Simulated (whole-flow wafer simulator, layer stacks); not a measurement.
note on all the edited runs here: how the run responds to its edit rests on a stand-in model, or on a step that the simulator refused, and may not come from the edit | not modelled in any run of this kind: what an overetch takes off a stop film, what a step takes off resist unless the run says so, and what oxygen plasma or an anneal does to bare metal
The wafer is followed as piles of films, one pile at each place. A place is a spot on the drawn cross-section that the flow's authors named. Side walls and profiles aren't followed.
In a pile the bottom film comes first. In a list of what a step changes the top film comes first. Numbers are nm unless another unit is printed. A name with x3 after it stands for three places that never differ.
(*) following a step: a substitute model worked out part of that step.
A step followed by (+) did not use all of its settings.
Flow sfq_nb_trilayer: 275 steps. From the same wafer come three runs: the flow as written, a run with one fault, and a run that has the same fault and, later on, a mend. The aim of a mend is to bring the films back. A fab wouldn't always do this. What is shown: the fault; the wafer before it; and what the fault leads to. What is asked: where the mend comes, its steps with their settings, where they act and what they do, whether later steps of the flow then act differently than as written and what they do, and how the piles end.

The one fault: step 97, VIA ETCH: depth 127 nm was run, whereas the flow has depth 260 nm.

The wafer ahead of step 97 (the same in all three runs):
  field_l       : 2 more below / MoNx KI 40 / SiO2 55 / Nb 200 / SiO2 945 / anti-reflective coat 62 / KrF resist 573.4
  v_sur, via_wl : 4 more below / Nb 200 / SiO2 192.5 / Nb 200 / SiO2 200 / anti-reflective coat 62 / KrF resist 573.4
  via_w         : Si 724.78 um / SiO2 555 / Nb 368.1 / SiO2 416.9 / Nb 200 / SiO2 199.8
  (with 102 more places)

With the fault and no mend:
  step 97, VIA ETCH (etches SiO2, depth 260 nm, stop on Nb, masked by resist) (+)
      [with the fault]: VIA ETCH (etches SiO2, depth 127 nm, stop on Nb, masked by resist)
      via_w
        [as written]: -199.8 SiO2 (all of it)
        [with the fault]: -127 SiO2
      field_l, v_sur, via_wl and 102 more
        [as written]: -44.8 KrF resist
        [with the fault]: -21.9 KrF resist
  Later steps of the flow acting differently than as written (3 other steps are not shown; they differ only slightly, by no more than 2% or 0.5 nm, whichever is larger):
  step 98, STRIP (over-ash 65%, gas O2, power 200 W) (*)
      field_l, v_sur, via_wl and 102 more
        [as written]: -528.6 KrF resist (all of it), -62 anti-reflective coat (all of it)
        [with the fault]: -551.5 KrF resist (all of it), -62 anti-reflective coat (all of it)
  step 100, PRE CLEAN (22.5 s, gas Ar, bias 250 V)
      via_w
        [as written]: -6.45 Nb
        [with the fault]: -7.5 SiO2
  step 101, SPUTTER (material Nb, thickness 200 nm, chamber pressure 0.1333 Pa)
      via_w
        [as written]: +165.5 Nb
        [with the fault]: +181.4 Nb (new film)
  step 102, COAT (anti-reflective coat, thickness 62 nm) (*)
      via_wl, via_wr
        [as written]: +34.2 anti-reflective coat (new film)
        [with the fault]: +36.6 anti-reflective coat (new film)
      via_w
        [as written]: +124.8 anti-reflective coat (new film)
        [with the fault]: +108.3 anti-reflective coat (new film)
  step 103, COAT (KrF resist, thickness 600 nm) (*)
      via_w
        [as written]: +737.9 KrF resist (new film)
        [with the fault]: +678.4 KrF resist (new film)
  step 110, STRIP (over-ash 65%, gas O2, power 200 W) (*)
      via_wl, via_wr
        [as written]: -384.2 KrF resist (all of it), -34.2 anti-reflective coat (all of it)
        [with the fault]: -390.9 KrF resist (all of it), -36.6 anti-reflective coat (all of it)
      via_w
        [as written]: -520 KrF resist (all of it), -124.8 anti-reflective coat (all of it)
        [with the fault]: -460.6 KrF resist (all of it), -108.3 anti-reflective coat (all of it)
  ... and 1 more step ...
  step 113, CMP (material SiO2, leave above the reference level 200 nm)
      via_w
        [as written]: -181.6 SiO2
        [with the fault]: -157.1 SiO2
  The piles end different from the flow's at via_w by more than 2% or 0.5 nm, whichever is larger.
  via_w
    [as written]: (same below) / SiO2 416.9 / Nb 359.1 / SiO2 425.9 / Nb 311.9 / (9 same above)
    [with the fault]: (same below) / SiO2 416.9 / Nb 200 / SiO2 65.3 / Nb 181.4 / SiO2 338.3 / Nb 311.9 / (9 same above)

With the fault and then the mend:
  After step 98 comes the mend.
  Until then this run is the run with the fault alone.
  step 98a, COAT (anti-reflective coat, thickness 62 nm) (*) (the flow's step 90 again)
      p4_fl x3, p4_w1 x9, p4_g1 x2 and 63 more
        +62 anti-reflective coat (new film)
      jj_sur, ce_l, c5j and 7 more
        +61.8 anti-reflective coat (new film)
      field_r, lsp_l, ln_m5, lsp_m, ln_m6, lsp_r, l0_sur, l0v
        +61.9 anti-reflective coat (new film)
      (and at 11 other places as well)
  step 98b, COAT (KrF resist, thickness 650 nm) (*) (the flow's step 91 again)
      p4_fl x3, p4_w1 x9, p4_g1 x2 and 63 more
        +650 KrF resist (new film)
      r_sur, res, r_end, moat, field_r, lsp_l, l0_sur, l0v
        +649.6 KrF resist (new film)
      ln_m5, lsp_m, ln_m6, lsp_r
        +649.7 KrF resist (new film)
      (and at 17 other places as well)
  step 98c, SOFTBAKE (KrF resist) (the flow's step 92 again)
      alters no film at any place that is followed
  step 98d, EXPOSE (photomask I2, dose 11.91 mJ/cm2, NA 0.6, wavelength 248 nm) (*) (the flow's step 93 again)
      alters no film at any place that is followed
  step 98e, PEB (KrF resist, 90 s) (the flow's step 94 again)
      be_sur, gap, jj_sur and 94 more
        -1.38 KrF resist
      field_l, via_v, wire, be
        -1.37 KrF resist
      v_sur, via_sp
        -1.36 KrF resist
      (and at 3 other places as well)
  step 98f, DEVELOP (KrF resist, thickness 650 nm, 60 s) (the flow's step 95 again)
      field_l, v_sur, via_wl and 102 more
        -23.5 KrF resist
      via_w
        -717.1 KrF resist (all of it)
  step 98g, VIA ETCH (etches anti-reflective coat, depth 125 nm, masked by resist) (+) (the flow's step 96 again)
      field_l, v_sur, via_wl and 102 more
        -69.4 KrF resist
      via_w
        -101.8 anti-reflective coat (all of it), -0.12 SiO2
  step 98h, VIA ETCH (etches SiO2, depth 133 nm, stop on Nb, masked by resist) (+) (the flow's step 97 again, with other settings)
      field_l, v_sur, via_wl and 102 more
        -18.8 KrF resist
      via_w
        -72.7 SiO2 (all of it)
  step 98i, STRIP (over-ash 65%, gas O2, power 200 W) (*) (the flow's step 98 again)
      p4_fl x3, p4_w1 x9, p4_g1 x2 and 63 more
        -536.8 KrF resist (all of it), -62 anti-reflective coat (all of it)
      field_r, lsp_l, ln_m5, lsp_m, ln_m6, lsp_r, l0_sur
        -536.5 KrF resist (all of it), -61.9 anti-reflective coat (all of it)
      ce_l, c5j, ce_r, sp_r
        -536.3 KrF resist (all of it), -61.8 anti-reflective coat (all of it)
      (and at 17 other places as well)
  Every later step of the flow that is run acts as written at every place that is followed.
  The piles end the same as the flow's at every place that both follow.
